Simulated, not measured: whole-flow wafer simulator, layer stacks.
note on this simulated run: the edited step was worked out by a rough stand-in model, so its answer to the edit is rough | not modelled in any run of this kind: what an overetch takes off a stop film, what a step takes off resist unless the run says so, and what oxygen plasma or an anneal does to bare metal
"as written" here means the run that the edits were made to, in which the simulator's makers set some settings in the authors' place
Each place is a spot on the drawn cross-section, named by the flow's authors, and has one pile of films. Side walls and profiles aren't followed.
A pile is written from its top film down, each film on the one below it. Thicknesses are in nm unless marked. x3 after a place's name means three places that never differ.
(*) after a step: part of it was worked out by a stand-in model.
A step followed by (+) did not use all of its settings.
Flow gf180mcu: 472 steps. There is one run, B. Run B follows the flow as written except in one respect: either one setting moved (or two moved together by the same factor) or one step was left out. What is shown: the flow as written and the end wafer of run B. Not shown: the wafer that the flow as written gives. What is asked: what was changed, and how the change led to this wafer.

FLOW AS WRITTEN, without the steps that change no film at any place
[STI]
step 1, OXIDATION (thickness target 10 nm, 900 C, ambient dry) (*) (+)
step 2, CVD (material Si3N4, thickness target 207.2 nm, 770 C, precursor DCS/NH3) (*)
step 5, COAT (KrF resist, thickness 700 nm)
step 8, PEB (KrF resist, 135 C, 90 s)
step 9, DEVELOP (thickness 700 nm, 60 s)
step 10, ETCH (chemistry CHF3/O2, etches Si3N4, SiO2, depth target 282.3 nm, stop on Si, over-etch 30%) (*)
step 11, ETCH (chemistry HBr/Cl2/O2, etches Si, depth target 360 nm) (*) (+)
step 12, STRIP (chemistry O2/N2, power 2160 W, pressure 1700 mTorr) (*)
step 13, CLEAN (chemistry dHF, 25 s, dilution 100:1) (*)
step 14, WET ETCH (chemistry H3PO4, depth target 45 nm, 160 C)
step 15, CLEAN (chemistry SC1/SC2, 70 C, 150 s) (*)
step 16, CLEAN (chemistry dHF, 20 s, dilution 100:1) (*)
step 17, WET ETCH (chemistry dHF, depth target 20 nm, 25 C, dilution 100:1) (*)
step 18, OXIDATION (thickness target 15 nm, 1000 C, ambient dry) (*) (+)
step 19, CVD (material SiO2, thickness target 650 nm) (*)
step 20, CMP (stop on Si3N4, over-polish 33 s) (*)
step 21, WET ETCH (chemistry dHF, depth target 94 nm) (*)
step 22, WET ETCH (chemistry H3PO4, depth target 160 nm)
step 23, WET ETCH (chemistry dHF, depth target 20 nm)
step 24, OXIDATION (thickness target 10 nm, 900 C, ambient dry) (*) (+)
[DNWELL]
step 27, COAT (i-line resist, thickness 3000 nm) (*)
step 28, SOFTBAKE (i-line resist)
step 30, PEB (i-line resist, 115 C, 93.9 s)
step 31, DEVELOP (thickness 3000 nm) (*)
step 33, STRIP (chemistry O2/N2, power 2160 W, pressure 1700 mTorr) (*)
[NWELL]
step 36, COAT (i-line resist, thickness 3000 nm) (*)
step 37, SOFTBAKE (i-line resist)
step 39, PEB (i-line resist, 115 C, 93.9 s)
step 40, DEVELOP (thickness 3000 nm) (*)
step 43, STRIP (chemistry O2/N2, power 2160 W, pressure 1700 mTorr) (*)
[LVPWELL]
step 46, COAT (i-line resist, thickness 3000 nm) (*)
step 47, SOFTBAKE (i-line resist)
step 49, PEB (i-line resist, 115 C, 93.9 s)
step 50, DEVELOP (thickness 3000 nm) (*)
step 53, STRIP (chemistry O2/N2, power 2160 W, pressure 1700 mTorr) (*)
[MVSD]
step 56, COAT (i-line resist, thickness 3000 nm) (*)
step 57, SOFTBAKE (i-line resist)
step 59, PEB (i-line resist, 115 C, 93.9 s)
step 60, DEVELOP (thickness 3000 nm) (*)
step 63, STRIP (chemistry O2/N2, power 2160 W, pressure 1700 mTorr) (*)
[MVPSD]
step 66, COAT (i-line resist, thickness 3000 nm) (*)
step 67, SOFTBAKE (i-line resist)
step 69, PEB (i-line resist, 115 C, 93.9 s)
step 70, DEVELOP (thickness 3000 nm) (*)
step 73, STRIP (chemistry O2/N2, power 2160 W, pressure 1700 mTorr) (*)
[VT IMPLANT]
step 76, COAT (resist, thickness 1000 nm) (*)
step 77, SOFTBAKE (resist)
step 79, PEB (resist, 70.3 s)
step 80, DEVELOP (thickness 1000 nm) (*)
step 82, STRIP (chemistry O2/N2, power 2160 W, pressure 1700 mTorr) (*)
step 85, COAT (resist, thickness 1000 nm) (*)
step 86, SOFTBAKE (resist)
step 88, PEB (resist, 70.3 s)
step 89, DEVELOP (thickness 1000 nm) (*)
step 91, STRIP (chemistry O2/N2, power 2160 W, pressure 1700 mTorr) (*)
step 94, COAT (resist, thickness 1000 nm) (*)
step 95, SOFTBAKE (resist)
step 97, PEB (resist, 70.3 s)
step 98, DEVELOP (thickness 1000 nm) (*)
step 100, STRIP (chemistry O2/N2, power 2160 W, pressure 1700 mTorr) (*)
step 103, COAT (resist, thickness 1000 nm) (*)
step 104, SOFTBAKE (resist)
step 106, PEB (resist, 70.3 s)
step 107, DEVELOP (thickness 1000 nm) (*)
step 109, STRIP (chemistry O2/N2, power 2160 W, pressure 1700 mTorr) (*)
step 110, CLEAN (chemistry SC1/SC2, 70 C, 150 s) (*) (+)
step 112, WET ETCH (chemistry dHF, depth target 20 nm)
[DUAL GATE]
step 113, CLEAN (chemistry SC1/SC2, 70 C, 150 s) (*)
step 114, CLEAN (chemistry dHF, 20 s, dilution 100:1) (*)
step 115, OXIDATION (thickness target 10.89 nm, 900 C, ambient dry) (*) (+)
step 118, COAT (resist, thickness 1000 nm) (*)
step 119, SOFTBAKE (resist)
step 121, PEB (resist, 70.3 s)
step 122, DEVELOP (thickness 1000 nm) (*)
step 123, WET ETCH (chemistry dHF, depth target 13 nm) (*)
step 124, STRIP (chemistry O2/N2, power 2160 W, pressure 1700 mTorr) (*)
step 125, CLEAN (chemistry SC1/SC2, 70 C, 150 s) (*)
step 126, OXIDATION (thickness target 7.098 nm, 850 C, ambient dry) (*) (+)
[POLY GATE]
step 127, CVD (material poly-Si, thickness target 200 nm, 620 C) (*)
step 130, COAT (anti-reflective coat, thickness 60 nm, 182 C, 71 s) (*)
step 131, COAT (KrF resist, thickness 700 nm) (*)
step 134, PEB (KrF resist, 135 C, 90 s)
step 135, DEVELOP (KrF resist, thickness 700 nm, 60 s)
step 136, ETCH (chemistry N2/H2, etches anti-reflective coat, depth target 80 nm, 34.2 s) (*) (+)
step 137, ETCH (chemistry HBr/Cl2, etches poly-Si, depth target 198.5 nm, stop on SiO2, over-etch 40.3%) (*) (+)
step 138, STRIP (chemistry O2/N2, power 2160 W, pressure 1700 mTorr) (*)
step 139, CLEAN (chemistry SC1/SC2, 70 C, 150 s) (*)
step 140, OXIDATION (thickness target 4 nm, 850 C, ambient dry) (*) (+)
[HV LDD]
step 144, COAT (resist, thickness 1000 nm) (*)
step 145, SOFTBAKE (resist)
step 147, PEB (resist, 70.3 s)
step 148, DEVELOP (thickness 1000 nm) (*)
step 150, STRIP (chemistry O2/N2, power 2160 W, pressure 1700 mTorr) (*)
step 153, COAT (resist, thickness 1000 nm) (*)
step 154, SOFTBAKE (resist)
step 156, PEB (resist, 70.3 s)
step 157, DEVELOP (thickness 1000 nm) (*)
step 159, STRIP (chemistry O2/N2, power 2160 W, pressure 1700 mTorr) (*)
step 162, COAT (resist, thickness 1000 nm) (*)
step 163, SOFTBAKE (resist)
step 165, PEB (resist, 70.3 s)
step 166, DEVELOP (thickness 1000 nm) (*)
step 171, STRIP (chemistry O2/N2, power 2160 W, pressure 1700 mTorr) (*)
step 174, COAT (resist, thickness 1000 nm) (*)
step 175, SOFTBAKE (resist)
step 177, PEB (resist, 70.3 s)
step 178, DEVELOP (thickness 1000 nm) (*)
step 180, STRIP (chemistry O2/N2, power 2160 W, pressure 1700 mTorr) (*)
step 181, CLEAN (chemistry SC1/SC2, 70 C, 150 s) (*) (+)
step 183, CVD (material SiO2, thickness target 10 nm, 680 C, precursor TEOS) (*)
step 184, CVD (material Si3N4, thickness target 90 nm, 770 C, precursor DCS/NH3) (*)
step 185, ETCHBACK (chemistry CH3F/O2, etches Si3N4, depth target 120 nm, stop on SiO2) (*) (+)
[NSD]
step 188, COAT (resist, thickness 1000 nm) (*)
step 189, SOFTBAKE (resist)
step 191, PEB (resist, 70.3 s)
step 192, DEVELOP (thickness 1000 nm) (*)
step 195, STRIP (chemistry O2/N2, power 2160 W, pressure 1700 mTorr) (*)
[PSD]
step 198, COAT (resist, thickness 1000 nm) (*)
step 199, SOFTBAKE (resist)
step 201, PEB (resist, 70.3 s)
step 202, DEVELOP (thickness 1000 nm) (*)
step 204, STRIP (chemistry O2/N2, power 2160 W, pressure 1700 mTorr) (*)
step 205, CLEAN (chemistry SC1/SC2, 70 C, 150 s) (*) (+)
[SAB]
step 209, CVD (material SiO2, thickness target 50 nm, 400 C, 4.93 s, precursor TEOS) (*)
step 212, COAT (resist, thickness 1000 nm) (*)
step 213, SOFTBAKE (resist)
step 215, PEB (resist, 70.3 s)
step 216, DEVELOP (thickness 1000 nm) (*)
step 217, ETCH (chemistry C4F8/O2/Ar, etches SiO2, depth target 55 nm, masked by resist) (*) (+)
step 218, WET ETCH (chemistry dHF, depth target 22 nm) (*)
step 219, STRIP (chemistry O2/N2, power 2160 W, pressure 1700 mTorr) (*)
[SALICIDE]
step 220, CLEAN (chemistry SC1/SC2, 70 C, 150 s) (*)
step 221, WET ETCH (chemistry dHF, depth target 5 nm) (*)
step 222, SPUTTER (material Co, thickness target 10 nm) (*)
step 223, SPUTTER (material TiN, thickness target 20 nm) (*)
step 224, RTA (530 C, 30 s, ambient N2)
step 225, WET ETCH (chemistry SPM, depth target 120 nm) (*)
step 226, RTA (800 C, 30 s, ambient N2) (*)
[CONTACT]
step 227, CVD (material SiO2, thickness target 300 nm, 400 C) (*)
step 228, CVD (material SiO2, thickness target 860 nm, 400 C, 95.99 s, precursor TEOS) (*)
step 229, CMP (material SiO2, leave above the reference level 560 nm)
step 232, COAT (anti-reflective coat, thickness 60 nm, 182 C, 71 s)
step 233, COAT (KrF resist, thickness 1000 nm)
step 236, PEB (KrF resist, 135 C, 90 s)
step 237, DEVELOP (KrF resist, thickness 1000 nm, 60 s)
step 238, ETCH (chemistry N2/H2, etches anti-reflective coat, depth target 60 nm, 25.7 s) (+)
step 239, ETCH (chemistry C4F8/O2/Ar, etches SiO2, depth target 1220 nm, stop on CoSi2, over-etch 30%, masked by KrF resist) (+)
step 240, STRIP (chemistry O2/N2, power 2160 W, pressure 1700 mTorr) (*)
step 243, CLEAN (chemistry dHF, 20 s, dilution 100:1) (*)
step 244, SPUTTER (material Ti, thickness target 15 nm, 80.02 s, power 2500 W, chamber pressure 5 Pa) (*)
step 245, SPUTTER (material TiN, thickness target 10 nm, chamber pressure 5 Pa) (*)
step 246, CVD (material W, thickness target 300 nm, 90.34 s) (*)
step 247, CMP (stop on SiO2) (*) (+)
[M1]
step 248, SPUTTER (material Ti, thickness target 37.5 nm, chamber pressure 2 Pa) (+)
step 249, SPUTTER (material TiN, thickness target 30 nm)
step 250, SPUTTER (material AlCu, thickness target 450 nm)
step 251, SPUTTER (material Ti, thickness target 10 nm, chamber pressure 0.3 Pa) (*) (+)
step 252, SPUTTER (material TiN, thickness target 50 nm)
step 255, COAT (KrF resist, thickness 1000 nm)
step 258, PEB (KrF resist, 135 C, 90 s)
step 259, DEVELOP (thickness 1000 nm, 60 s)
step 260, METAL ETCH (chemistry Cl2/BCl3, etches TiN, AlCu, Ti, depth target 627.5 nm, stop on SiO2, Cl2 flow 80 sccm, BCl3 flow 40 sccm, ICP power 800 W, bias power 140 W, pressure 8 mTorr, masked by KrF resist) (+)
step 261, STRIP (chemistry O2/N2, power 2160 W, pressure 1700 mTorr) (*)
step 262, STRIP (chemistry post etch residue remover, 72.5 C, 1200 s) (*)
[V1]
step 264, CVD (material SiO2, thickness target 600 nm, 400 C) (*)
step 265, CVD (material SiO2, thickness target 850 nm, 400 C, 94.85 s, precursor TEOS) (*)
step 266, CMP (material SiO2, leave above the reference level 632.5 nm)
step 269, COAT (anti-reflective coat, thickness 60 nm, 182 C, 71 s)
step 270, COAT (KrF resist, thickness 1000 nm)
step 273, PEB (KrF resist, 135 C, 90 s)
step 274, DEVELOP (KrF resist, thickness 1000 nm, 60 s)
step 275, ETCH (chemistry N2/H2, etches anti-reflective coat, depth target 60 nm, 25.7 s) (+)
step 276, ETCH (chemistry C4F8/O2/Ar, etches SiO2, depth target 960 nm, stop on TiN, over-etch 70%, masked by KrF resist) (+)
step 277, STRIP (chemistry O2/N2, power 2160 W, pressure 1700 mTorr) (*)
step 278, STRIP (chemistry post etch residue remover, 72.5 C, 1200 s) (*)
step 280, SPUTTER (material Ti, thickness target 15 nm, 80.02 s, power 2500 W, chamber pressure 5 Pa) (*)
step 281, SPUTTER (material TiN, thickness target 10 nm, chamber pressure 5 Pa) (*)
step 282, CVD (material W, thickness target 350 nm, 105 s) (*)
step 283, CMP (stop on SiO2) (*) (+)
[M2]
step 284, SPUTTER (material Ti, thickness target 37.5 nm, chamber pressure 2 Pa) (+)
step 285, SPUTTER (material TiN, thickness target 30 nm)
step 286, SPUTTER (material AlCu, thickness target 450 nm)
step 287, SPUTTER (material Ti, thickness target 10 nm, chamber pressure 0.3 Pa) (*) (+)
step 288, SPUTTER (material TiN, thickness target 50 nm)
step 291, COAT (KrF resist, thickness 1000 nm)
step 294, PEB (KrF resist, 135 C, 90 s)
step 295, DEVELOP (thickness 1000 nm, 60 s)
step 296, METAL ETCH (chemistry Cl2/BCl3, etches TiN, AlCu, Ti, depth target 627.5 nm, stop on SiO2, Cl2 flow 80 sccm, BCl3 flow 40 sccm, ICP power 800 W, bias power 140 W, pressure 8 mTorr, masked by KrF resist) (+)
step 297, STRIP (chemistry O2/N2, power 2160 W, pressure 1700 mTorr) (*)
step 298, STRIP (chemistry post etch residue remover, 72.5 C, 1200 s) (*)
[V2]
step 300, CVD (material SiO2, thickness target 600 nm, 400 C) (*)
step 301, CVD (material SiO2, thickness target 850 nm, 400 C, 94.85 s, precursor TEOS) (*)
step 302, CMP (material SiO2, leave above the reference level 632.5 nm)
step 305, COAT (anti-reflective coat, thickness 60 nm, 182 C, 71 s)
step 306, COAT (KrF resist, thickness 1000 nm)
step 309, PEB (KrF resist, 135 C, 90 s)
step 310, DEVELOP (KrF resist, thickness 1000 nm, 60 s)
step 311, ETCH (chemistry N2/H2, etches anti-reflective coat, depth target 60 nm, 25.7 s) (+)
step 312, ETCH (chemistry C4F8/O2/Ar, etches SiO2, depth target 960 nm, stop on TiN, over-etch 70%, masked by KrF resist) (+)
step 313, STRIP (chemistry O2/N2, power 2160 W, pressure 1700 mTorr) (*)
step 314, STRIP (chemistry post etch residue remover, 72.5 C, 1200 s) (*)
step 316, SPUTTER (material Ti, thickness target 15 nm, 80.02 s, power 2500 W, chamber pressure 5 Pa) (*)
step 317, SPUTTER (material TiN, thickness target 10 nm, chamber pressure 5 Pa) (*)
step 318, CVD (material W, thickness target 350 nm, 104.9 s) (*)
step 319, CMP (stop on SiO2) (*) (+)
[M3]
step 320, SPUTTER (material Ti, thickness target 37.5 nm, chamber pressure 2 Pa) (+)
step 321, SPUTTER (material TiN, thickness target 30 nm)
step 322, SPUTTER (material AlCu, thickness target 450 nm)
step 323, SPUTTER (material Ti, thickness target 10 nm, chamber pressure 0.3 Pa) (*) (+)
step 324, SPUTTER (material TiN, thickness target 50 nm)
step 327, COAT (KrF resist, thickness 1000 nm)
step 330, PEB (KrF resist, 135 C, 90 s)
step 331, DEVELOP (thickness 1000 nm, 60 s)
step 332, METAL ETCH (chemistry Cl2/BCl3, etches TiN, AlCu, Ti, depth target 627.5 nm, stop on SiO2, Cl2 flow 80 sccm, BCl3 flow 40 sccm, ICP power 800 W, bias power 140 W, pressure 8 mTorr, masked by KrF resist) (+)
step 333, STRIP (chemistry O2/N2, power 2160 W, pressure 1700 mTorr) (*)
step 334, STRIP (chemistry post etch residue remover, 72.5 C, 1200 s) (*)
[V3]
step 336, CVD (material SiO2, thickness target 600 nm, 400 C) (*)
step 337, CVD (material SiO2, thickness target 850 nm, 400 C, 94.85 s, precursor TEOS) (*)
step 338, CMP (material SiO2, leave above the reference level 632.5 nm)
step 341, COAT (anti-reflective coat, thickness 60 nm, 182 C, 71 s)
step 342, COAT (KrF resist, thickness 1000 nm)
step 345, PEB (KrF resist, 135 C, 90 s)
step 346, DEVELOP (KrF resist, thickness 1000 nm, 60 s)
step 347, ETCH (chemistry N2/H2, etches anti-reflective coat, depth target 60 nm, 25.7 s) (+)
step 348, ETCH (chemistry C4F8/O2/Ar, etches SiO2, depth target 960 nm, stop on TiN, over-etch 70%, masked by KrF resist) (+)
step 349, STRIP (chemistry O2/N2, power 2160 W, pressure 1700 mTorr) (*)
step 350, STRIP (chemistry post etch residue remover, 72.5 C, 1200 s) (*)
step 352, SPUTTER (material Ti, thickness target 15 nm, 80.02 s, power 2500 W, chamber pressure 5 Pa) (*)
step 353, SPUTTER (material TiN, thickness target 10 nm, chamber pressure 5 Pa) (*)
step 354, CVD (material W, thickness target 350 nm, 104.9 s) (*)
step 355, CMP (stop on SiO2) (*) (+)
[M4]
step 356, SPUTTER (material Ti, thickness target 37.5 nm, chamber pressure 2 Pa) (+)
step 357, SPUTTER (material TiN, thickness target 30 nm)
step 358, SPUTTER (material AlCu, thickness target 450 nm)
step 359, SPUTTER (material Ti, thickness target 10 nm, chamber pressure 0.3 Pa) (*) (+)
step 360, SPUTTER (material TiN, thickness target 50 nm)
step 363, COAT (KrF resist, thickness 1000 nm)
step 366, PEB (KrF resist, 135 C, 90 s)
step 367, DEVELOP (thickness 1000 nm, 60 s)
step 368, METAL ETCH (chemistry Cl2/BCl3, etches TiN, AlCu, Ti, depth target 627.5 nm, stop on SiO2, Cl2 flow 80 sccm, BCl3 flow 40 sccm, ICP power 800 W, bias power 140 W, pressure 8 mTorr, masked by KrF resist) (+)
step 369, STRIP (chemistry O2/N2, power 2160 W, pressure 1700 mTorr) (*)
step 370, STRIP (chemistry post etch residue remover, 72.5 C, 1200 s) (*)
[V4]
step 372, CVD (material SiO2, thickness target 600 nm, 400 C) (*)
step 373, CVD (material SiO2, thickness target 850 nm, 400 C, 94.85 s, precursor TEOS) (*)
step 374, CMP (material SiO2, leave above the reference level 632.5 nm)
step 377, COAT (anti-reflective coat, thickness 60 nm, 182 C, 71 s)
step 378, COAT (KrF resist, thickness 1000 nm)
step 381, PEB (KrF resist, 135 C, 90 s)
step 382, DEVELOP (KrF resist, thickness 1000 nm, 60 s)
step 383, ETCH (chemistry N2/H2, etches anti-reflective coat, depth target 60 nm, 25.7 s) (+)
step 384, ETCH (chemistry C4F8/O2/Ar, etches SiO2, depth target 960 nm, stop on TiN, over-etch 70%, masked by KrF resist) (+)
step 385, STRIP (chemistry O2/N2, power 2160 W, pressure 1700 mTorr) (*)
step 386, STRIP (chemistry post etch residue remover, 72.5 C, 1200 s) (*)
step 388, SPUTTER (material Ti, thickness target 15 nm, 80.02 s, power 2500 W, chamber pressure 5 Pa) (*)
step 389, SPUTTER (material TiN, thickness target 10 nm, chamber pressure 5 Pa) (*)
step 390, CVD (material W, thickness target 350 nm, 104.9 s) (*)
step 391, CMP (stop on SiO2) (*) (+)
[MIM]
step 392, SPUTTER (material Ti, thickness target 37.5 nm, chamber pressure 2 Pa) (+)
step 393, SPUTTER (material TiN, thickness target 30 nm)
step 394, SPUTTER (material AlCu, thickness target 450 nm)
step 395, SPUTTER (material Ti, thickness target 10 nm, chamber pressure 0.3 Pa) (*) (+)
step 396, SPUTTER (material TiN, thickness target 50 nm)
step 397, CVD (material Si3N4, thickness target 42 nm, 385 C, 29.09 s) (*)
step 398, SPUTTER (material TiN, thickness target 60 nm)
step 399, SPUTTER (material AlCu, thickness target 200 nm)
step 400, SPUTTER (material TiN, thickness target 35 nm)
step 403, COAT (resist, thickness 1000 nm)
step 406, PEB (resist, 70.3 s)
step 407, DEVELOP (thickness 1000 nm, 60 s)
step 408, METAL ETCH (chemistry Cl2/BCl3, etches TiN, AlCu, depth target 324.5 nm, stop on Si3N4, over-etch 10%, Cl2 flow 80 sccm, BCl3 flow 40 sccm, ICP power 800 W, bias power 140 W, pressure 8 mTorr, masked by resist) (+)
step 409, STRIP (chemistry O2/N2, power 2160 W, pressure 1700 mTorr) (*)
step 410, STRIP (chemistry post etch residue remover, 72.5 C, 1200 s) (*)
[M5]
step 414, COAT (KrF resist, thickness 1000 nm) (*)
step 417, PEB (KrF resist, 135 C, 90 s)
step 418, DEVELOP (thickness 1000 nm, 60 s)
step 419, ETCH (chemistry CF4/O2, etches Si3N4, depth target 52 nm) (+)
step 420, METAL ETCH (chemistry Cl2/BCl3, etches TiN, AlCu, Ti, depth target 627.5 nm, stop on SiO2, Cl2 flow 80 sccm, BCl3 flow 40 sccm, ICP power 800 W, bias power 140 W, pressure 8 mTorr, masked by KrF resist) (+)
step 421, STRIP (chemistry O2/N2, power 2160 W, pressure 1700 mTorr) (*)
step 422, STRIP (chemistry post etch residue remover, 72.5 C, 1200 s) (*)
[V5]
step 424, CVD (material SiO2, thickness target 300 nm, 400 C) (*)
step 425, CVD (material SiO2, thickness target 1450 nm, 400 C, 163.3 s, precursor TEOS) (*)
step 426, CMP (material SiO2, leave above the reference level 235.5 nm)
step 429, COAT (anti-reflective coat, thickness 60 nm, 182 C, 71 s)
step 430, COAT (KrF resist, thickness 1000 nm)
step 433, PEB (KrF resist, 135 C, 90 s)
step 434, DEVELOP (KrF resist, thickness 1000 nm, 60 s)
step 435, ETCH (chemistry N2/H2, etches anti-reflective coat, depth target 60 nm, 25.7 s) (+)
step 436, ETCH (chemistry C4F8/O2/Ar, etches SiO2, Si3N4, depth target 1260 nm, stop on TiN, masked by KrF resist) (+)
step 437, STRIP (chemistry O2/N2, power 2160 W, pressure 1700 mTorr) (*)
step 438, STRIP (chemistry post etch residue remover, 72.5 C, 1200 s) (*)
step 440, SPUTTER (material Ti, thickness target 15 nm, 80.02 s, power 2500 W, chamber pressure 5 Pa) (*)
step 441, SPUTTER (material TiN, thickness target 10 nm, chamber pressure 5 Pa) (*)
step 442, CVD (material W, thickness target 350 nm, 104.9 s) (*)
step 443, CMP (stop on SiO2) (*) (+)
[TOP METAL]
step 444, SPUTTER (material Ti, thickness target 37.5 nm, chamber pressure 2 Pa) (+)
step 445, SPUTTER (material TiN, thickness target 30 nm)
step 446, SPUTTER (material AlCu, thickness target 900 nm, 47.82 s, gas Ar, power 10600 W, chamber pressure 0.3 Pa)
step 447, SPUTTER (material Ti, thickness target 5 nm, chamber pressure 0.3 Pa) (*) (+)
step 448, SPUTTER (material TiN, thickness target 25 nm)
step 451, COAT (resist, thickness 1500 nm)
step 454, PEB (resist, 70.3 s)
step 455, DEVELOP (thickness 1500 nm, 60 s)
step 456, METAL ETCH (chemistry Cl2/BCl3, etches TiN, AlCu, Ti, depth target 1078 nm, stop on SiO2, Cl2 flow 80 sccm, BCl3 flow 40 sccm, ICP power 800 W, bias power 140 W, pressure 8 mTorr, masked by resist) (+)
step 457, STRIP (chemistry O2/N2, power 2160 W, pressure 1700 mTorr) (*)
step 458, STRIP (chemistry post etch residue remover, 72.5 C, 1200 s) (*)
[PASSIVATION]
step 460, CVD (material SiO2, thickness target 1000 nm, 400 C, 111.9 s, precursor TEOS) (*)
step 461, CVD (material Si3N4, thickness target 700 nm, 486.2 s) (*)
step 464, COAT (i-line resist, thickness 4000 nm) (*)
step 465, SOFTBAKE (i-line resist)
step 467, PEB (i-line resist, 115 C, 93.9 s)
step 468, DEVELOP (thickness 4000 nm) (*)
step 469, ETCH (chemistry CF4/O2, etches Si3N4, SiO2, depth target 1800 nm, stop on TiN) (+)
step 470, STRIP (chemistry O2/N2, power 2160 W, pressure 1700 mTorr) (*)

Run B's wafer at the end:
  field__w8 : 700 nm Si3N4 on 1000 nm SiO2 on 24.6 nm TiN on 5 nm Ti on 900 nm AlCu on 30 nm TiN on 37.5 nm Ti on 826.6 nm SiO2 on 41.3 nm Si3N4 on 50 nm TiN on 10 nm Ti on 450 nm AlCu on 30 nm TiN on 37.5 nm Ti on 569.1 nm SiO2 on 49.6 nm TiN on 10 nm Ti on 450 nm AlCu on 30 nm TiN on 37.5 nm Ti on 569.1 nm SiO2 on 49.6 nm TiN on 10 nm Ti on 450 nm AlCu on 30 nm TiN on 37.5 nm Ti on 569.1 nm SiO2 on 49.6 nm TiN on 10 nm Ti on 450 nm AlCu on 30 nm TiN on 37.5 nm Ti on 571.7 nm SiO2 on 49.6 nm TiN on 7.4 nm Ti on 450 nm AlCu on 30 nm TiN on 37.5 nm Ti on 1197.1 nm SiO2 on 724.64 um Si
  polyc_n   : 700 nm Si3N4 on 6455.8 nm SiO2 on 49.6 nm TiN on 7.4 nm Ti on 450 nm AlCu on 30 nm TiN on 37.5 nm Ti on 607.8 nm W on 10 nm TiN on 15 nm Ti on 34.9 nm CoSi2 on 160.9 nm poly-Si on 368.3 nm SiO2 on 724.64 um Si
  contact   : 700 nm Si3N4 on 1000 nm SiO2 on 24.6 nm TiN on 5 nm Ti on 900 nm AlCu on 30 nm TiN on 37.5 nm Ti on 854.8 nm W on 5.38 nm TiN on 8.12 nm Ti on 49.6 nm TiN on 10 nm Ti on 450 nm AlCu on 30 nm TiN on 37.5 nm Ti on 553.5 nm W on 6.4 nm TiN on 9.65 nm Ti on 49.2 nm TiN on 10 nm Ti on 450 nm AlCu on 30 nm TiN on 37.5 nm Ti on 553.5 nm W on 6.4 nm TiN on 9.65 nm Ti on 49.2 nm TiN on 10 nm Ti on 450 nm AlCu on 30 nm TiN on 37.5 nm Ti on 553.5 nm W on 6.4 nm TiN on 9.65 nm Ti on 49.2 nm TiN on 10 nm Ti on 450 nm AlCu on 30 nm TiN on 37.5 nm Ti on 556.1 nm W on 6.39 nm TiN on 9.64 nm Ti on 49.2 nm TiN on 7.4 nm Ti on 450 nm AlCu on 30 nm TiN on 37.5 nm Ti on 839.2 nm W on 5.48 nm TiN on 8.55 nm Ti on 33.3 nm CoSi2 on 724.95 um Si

What caused this: step 251, SPUTTER: thickness target 7.4 nm was run, while the flow as written has thickness target 10 nm.
The wafer lets one read it off: field__w8 has Ti 7.4, and step 251 as written asks for 10 nm.

Step by step, how the change led to this:
  step 251, SPUTTER (material Ti, thickness target 10 nm, chamber pressure 0.3 Pa) (*) (+)
      field, field__w1, field__w2 and 108 more: Ti gains 7.4 (new film) (in the flow as written it would be: Ti gains 10 (new film))
  step 260, METAL ETCH (chemistry Cl2/BCl3, etches TiN, AlCu, Ti, depth target 627.5 nm, stop on SiO2, Cl2 flow 80 sccm, BCl3 flow 40 sccm, ICP power 800 W, bias power 140 W, pressure 8 mTorr, masked by KrF resist) (+)
      field, field__w1, field__w2 and 99 more: TiN loses 50 (all of it), Ti loses 7.4 (all of it), AlCu loses 450 (all of it), TiN loses 30 (all of it), Ti loses 37.5 (all of it) (in the flow as written it would be: TiN loses 50 (all of it), Ti loses 10 (all of it), AlCu loses 450 (all of it), TiN loses 30 (all of it), Ti loses 37.5 (all of it))
